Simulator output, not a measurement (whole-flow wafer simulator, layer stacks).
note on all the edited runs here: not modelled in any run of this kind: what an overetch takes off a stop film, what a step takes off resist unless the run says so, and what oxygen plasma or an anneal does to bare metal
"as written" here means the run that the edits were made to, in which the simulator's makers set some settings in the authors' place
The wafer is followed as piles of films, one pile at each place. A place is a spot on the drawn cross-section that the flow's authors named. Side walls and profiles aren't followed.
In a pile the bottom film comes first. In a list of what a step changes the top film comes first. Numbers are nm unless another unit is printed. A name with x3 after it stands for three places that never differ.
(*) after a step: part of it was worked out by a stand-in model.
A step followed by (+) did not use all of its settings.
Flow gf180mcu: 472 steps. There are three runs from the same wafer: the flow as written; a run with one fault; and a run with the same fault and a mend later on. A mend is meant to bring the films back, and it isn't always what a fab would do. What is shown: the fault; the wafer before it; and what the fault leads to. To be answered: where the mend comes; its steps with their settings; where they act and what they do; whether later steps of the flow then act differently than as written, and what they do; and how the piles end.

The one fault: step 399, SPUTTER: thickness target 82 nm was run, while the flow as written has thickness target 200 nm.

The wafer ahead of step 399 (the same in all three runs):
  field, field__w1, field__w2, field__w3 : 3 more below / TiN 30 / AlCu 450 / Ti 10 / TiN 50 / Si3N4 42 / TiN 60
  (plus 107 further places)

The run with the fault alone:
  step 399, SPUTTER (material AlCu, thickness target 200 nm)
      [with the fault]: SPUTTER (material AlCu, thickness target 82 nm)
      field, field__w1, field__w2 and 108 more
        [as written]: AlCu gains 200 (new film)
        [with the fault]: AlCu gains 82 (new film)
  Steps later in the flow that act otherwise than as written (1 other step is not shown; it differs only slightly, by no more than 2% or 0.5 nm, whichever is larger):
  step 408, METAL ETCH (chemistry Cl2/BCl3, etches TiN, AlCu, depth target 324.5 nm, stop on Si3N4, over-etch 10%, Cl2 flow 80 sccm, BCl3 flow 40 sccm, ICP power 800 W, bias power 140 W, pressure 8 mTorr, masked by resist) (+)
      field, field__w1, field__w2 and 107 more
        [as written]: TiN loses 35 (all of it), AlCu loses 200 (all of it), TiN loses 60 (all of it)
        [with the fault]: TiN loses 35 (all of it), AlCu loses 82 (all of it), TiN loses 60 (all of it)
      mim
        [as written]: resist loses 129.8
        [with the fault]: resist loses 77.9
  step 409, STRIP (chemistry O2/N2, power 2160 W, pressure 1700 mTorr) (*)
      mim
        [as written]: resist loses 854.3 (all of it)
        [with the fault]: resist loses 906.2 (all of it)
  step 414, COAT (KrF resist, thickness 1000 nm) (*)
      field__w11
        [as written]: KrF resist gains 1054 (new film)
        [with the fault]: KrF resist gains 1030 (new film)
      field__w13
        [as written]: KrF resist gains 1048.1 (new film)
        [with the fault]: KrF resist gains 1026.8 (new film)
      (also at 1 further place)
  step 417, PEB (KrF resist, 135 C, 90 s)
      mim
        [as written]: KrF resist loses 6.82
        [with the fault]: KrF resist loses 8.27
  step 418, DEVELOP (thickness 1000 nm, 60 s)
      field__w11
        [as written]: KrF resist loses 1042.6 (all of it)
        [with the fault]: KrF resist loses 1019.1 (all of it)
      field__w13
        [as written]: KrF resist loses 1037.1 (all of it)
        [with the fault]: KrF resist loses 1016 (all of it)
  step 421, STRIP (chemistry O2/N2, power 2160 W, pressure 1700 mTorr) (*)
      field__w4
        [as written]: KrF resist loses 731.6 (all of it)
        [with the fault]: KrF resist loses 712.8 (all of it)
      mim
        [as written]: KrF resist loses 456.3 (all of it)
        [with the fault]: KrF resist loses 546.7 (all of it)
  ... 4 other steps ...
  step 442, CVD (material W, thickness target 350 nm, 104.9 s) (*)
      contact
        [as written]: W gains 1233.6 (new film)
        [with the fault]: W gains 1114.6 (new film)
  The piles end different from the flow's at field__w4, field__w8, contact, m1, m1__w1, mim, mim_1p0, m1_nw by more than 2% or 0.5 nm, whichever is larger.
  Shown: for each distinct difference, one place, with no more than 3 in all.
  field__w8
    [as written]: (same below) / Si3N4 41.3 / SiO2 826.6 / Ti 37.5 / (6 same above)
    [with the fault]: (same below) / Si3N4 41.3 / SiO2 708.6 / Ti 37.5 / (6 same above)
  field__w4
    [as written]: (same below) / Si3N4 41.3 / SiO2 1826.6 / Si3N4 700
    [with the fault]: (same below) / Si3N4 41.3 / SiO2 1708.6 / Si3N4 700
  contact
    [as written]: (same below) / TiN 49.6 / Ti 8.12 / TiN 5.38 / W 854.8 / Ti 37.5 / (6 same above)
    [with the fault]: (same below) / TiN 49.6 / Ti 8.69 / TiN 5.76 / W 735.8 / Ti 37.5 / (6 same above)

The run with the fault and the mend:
  The mend follows step 399.
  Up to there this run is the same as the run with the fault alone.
  step 399a, SPUTTER (material AlCu, thickness target 118 nm) (the flow's step 399, run once more with other settings)
      field, field__w1, field__w2 and 108 more
        AlCu gains 118
  Later steps of the flow that are run all act as written at every place that is followed.
  At every place that both follow, the piles at the end match the flow's.
